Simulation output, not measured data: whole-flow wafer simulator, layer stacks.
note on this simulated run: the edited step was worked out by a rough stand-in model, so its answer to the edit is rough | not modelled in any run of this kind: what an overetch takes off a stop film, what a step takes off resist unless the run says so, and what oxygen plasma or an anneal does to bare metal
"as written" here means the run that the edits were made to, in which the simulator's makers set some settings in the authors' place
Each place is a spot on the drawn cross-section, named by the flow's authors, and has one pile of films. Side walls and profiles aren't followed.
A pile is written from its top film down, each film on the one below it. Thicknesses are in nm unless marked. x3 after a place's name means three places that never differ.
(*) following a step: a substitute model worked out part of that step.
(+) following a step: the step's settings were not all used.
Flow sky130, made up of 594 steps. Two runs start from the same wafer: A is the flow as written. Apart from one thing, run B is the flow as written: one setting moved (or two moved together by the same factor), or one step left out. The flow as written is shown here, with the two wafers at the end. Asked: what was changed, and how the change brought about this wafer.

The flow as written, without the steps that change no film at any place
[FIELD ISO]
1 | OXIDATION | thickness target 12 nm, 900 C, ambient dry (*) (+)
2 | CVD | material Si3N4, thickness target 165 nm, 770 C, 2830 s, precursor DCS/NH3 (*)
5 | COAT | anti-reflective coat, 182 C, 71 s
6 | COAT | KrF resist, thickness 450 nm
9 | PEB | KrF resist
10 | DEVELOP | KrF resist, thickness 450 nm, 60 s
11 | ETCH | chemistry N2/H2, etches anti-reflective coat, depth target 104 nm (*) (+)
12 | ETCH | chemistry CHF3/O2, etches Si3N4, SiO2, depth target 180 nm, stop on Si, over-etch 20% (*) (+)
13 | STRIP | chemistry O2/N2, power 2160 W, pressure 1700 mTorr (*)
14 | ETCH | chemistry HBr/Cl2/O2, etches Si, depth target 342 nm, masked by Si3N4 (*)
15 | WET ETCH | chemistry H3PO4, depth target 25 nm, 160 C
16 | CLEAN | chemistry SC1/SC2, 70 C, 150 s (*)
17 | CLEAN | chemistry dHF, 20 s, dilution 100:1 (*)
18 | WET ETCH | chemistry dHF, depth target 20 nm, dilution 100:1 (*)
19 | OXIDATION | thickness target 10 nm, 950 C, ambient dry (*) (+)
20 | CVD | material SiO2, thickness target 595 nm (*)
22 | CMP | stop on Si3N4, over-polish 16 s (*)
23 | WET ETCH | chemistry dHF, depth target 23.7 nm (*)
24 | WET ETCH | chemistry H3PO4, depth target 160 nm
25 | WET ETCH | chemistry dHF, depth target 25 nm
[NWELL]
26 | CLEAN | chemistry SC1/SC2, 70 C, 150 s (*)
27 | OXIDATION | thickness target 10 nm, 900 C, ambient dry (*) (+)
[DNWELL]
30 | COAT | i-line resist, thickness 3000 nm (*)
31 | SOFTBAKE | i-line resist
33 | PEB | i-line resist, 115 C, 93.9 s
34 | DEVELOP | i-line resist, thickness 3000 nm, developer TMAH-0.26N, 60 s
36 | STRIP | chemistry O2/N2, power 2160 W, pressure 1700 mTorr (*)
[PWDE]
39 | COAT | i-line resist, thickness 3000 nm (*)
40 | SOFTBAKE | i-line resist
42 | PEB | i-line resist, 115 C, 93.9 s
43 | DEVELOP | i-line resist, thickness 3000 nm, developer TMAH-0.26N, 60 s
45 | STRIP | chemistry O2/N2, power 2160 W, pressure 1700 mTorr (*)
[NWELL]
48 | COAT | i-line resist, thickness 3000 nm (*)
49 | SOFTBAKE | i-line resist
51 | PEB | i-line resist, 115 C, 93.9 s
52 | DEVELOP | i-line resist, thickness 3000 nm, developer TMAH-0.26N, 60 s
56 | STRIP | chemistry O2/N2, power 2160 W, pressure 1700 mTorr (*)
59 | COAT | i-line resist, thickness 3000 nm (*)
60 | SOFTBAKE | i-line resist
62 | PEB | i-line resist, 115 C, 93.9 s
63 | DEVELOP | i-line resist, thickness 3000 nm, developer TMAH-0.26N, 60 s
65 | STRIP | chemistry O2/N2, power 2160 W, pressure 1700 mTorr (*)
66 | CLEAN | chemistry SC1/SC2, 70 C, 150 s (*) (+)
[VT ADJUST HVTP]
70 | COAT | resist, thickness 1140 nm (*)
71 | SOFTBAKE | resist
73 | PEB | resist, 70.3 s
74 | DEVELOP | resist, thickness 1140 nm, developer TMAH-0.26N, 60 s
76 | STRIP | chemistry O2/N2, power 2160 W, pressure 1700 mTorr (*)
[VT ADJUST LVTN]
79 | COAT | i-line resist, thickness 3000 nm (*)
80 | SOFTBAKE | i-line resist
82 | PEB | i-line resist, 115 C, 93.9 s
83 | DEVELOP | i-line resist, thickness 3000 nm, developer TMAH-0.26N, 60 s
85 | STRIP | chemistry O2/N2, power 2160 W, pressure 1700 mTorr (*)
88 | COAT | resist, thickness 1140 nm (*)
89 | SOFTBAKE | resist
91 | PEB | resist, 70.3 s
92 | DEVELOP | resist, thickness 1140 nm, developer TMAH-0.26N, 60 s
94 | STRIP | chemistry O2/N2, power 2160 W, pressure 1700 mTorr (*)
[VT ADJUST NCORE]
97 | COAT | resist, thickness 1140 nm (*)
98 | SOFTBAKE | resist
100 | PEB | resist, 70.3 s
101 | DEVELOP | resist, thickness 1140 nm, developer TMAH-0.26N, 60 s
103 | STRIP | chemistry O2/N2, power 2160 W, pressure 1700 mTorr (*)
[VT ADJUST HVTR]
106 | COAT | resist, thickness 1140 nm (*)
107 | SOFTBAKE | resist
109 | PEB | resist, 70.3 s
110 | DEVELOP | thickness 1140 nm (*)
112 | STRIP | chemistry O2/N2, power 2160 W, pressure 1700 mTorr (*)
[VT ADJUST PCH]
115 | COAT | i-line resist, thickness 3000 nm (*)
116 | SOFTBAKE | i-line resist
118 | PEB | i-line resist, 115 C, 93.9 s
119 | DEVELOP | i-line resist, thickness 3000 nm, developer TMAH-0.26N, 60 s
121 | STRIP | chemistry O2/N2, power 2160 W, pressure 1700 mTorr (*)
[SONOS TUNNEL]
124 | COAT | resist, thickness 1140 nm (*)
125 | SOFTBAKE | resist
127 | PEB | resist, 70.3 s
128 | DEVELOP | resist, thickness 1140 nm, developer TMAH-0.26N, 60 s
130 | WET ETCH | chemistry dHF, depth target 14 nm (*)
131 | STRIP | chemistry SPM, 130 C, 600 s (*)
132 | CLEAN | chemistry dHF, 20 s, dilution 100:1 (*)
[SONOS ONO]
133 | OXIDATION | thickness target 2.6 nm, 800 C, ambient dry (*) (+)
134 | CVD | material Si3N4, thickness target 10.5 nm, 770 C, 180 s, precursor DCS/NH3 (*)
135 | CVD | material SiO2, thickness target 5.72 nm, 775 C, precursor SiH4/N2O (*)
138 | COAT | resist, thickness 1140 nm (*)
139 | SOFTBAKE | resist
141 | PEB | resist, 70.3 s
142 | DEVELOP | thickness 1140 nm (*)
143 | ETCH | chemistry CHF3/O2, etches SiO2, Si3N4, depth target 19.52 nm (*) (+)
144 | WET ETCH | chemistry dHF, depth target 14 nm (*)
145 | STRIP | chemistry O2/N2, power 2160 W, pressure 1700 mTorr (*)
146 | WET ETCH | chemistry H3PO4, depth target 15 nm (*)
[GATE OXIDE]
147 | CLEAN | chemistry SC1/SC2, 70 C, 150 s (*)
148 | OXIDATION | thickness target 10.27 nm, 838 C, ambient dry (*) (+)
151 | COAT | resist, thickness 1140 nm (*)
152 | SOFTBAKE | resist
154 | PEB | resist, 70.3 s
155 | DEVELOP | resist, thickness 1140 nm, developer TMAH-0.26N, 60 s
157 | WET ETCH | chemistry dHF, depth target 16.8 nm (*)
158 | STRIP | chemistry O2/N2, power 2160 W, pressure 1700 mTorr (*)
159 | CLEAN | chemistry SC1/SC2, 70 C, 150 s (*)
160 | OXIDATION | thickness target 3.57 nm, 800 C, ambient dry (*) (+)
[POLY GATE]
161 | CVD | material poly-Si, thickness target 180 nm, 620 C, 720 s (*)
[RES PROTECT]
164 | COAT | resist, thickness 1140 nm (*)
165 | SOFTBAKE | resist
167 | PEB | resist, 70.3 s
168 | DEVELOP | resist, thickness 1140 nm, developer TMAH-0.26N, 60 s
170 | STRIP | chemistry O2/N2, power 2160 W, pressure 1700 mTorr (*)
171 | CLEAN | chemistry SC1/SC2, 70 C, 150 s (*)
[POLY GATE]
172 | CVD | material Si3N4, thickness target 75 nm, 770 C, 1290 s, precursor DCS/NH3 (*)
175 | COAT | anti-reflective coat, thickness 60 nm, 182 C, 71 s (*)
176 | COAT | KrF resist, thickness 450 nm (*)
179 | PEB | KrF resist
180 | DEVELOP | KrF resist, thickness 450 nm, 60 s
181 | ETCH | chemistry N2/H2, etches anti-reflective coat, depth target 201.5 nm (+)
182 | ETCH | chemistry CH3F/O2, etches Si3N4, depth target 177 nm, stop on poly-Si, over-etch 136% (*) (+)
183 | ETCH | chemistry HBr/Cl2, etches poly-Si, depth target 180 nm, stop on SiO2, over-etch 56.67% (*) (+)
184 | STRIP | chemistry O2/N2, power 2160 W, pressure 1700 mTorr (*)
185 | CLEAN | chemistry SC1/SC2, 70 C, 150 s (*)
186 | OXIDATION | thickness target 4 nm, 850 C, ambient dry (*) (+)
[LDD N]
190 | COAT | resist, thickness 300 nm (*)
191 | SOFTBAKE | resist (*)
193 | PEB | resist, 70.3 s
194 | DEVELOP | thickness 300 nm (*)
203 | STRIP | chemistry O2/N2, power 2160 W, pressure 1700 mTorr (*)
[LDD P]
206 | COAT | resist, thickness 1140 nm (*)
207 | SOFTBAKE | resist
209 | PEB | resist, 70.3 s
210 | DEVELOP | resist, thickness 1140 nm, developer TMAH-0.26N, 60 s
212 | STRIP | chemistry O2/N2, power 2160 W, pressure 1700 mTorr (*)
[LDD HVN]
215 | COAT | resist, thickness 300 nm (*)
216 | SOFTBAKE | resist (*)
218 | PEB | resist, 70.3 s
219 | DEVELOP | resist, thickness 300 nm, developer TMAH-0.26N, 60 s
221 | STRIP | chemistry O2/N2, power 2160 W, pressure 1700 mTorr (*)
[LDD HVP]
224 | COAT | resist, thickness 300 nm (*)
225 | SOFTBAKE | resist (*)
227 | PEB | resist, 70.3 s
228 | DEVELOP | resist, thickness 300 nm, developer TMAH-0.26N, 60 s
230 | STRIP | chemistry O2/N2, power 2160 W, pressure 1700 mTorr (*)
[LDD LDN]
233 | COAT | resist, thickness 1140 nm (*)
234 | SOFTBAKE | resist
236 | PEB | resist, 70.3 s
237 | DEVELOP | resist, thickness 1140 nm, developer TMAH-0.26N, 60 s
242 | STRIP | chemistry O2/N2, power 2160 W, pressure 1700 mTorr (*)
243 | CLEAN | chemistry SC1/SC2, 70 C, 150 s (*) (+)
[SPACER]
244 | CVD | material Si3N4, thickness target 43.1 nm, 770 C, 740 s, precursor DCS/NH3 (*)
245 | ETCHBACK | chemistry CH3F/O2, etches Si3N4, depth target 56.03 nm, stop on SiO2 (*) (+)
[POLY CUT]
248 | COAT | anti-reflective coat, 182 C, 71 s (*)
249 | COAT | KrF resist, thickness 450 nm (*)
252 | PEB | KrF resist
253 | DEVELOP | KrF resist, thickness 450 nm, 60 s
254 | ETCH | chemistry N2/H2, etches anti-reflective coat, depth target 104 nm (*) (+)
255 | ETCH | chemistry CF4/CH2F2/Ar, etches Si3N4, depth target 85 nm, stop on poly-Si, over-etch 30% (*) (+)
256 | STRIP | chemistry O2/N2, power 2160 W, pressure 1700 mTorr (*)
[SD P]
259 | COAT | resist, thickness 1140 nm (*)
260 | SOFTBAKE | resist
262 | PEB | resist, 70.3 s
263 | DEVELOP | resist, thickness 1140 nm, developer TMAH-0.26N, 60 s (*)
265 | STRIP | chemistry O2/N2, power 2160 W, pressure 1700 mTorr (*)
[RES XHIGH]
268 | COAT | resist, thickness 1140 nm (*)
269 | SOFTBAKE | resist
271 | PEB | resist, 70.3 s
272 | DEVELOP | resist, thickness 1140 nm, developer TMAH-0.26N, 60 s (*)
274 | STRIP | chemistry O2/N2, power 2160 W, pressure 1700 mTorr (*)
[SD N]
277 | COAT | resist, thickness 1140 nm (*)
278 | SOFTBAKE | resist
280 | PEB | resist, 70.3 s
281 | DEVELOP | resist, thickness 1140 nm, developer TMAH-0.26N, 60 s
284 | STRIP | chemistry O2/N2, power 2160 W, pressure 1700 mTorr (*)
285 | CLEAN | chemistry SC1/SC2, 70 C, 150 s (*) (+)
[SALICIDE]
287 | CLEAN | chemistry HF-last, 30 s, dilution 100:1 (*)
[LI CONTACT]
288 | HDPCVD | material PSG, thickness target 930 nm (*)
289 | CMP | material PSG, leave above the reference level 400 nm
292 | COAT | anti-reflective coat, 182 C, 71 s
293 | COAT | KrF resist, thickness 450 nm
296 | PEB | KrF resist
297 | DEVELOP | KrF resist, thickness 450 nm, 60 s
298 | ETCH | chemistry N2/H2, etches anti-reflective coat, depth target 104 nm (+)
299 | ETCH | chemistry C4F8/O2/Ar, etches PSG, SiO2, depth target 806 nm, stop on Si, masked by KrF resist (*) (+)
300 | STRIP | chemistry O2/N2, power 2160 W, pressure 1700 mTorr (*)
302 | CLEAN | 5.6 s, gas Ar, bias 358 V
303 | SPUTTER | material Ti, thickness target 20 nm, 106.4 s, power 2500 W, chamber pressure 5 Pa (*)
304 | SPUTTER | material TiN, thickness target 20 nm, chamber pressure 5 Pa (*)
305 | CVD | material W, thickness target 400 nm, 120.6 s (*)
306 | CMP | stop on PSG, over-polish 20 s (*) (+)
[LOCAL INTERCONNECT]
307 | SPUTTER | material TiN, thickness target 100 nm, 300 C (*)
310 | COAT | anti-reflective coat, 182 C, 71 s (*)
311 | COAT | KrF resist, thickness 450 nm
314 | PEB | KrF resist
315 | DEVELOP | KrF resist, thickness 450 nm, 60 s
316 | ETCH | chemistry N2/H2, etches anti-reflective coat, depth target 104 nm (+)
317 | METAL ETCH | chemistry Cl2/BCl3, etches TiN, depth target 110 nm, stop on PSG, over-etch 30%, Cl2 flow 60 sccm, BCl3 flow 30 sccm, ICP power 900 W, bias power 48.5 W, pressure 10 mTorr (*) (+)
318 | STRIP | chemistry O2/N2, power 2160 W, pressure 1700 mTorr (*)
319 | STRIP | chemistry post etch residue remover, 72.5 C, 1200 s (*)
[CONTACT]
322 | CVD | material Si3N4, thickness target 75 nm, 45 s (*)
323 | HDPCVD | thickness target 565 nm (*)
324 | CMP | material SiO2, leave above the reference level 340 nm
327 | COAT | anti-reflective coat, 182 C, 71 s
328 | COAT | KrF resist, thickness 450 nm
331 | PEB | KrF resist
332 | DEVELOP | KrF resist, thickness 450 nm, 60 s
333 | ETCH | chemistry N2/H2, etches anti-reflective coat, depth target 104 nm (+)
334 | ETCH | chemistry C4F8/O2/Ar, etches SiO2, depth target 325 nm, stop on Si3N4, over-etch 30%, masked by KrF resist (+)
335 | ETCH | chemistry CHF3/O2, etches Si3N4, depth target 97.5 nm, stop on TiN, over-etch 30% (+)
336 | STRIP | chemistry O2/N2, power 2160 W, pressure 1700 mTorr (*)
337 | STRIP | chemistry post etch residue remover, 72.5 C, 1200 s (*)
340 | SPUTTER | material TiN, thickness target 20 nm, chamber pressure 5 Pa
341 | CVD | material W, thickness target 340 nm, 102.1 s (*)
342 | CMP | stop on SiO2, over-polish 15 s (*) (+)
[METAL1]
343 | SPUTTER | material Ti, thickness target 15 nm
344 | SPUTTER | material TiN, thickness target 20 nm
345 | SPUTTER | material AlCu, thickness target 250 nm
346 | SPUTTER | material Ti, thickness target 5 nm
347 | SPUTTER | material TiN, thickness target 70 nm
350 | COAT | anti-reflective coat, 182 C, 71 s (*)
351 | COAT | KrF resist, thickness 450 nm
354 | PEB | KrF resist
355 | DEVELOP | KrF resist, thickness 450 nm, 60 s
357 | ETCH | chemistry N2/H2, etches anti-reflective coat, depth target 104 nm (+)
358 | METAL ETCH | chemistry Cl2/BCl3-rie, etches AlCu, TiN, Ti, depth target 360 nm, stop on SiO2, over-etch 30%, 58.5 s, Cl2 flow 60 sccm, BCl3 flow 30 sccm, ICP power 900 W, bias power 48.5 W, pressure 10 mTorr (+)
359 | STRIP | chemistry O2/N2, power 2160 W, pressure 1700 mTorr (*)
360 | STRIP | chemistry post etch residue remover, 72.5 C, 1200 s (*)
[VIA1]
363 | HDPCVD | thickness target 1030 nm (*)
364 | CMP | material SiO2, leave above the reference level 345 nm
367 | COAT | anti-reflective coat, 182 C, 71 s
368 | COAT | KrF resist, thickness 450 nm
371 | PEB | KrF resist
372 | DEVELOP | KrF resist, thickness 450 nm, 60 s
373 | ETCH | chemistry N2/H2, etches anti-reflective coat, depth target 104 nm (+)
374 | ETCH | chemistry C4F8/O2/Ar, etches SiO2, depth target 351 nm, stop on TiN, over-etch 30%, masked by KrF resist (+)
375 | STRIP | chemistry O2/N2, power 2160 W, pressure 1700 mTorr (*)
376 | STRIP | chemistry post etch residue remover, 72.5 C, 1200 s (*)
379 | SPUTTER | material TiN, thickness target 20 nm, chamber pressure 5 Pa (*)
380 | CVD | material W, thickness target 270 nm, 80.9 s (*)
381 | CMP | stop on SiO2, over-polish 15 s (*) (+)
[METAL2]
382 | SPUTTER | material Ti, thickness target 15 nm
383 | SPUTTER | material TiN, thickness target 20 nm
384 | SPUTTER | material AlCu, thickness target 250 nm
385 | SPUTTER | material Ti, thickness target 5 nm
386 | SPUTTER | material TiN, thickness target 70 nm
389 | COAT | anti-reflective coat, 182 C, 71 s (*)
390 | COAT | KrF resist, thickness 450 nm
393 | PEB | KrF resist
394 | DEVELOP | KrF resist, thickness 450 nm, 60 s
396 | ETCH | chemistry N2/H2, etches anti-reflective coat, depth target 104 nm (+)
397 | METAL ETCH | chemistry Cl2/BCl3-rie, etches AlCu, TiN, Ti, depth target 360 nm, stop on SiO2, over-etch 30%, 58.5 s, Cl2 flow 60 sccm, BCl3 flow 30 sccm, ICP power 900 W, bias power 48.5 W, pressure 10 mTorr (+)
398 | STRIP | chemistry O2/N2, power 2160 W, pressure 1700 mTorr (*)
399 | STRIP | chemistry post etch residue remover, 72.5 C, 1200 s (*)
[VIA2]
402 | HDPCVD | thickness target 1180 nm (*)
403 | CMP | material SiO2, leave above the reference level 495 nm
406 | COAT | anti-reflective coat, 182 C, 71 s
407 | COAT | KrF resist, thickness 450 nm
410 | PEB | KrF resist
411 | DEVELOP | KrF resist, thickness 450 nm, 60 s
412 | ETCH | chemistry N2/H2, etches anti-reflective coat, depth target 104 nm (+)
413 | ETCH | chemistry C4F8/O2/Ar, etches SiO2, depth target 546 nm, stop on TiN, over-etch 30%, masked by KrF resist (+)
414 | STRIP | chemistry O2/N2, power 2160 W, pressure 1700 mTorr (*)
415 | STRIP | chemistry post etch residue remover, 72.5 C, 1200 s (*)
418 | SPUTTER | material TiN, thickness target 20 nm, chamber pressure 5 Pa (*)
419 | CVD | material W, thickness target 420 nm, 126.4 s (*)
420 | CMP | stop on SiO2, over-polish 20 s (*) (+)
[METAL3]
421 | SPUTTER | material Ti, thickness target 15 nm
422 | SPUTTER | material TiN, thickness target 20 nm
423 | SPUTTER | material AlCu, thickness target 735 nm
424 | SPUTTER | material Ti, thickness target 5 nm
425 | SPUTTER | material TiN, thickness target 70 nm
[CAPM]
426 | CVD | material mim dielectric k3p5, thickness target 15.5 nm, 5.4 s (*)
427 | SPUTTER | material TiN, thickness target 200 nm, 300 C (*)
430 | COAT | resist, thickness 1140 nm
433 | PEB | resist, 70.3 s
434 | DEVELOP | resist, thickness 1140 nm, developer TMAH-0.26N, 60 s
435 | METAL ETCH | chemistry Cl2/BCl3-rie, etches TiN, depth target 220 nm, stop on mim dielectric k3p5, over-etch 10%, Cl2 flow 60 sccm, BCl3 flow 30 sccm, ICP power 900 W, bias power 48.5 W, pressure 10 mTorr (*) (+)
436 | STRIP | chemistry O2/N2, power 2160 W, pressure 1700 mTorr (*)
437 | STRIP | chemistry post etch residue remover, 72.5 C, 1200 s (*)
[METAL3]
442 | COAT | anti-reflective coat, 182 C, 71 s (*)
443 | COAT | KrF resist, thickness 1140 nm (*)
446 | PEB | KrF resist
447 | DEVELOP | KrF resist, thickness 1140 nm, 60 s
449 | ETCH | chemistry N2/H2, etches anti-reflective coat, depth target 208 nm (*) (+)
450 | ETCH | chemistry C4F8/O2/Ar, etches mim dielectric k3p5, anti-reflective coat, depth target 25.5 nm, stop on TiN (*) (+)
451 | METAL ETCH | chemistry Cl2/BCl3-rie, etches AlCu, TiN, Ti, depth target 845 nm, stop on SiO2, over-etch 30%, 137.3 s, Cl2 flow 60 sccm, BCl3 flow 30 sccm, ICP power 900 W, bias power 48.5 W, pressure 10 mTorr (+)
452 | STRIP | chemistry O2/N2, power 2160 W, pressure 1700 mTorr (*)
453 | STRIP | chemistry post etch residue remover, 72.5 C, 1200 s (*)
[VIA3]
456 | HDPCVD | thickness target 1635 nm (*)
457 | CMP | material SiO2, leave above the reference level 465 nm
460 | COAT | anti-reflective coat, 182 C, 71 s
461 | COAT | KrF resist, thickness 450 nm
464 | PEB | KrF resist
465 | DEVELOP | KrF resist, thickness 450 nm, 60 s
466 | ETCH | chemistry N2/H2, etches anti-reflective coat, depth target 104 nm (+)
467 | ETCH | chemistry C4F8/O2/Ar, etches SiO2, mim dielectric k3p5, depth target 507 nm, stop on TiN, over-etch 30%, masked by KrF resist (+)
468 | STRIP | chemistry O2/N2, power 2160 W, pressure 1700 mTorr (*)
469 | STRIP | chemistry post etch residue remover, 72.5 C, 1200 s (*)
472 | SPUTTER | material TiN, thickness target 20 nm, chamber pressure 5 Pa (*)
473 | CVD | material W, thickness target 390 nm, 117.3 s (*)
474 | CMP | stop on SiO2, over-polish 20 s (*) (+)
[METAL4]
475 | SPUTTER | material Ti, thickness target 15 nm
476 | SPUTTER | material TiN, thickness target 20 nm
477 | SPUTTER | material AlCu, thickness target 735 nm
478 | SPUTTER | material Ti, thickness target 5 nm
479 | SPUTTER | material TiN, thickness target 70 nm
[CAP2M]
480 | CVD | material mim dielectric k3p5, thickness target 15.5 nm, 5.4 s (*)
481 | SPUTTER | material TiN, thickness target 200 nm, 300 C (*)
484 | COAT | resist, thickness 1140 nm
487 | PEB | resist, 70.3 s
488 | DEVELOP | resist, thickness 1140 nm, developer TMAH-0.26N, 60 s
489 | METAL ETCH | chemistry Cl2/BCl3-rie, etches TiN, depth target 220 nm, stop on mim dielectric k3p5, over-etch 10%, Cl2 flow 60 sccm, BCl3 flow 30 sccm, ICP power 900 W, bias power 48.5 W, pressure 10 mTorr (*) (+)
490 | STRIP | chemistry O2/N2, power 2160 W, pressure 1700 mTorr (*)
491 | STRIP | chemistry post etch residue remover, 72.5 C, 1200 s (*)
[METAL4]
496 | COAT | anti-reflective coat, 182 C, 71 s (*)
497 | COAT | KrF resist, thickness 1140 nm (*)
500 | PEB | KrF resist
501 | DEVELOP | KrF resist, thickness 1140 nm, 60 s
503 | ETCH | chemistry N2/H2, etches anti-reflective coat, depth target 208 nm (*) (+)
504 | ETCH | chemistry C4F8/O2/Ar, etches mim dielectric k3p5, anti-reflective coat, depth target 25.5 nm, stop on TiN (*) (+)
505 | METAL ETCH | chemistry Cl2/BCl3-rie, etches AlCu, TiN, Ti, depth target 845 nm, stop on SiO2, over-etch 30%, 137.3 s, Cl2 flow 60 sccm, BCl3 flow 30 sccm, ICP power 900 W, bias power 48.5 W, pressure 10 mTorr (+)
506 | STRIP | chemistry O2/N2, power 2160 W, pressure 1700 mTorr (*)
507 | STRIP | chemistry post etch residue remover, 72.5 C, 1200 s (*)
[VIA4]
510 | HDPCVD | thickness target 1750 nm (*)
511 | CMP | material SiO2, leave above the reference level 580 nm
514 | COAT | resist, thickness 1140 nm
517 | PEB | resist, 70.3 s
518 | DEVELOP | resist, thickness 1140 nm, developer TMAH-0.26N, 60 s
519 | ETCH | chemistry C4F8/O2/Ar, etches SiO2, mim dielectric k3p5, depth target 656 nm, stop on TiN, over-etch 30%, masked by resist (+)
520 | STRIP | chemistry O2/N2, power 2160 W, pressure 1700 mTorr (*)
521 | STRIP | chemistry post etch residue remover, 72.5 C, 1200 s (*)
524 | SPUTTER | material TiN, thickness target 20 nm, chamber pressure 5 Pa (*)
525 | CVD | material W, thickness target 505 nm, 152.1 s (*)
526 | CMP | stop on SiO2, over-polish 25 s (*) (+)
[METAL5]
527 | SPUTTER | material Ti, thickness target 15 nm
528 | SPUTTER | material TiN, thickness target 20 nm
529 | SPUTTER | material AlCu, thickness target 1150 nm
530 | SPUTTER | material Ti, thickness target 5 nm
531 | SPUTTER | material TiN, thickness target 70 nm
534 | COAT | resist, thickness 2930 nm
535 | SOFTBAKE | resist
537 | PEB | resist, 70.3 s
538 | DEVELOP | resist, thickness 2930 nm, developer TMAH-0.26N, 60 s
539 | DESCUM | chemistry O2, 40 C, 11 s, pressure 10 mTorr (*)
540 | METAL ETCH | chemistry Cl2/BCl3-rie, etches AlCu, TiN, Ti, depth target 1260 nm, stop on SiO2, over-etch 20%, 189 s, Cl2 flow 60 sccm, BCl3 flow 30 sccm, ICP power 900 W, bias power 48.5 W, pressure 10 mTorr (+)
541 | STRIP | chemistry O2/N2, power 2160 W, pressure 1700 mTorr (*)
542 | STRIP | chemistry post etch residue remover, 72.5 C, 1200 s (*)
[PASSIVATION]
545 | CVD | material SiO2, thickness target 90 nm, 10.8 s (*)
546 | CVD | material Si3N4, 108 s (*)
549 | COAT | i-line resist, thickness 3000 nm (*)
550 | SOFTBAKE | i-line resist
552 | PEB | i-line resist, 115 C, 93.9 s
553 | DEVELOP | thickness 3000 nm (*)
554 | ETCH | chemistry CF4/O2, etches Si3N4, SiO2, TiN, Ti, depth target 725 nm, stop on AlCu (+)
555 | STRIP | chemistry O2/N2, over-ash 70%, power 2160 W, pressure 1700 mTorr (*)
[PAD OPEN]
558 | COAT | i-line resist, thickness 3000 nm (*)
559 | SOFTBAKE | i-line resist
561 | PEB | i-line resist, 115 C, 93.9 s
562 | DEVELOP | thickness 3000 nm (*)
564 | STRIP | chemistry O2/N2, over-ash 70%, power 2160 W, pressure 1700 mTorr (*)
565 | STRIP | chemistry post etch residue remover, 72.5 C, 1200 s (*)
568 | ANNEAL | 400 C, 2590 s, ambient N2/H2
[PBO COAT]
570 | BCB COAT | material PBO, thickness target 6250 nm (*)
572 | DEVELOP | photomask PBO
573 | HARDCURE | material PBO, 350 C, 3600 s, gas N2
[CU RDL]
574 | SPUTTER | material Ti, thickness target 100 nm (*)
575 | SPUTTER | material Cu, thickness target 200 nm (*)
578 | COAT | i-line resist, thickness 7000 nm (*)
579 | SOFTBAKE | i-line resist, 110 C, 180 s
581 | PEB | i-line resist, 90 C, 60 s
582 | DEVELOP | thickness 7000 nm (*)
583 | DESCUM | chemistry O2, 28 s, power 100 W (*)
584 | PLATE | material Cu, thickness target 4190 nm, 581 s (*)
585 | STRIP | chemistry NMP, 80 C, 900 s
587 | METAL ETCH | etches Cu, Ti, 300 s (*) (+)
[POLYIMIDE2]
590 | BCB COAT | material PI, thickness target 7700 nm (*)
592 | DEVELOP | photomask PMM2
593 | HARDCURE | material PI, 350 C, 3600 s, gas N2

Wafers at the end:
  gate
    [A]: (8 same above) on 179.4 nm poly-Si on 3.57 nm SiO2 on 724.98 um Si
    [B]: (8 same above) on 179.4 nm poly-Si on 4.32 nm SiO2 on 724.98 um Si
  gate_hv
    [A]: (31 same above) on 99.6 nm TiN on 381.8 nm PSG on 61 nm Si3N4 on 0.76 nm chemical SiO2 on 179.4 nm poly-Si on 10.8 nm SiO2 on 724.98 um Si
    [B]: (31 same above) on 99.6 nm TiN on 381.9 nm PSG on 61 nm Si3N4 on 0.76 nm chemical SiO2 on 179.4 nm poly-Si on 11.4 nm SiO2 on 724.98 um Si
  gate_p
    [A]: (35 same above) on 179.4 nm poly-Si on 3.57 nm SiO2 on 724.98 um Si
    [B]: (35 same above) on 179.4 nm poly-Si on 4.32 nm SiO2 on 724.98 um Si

Cause: step 160, OXIDATION: thickness target 4.32 nm was run, while the flow as written has thickness target 3.57 nm.
The wafer lets one read it off: gate has SiO2 4.32, and step 160 as written asks for 3.57 nm.

The path from the change to this, step by step:
  160 | OXIDATION | thickness target 3.57 nm, 800 C, ambient dry (*) (+)
      active, n_well, p_well and 58 more: A +3.57 SiO2 (new film), -0.76 chemical SiO2 (all of it), -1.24 Si | B +4.32 SiO2 (new film), -0.76 chemical SiO2 (all of it), -1.57 Si
      gate_hv, m1, pad and 37 more: A +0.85 SiO2, -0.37 Si | B +1.45 SiO2, -0.64 Si
  248 | COAT | anti-reflective coat, 182 C, 71 s (*)
      m1: A +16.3 anti-reflective coat (new film) | B +15.7 anti-reflective coat (new film)
      gate_p_hv: A +15.8 anti-reflective coat (new film) | B +15.1 anti-reflective coat (new film)
  256 | STRIP | chemistry O2/N2, power 2160 W, pressure 1700 mTorr (*)
      m1: A -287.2 KrF resist (all of it), -16.3 anti-reflective coat (all of it) | B -287.5 KrF resist (all of it), -15.7 anti-reflective coat (all of it)
      gate_p_hv: A -328.9 KrF resist (all of it), -15.8 anti-reflective coat (all of it) | B -329.4 KrF resist (all of it), -15.1 anti-reflective coat (all of it)
  299 | ETCH | chemistry C4F8/O2/Ar, etches PSG, SiO2, depth target 806 nm, stop on Si, masked by KrF resist (*) (+)
      contact, ndiff_licon, ndiff_licon_cpp: A -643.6 PSG (all of it), -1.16 SiO2 (all of it) | B -643.6 PSG (all of it), -1.77 SiO2 (all of it)
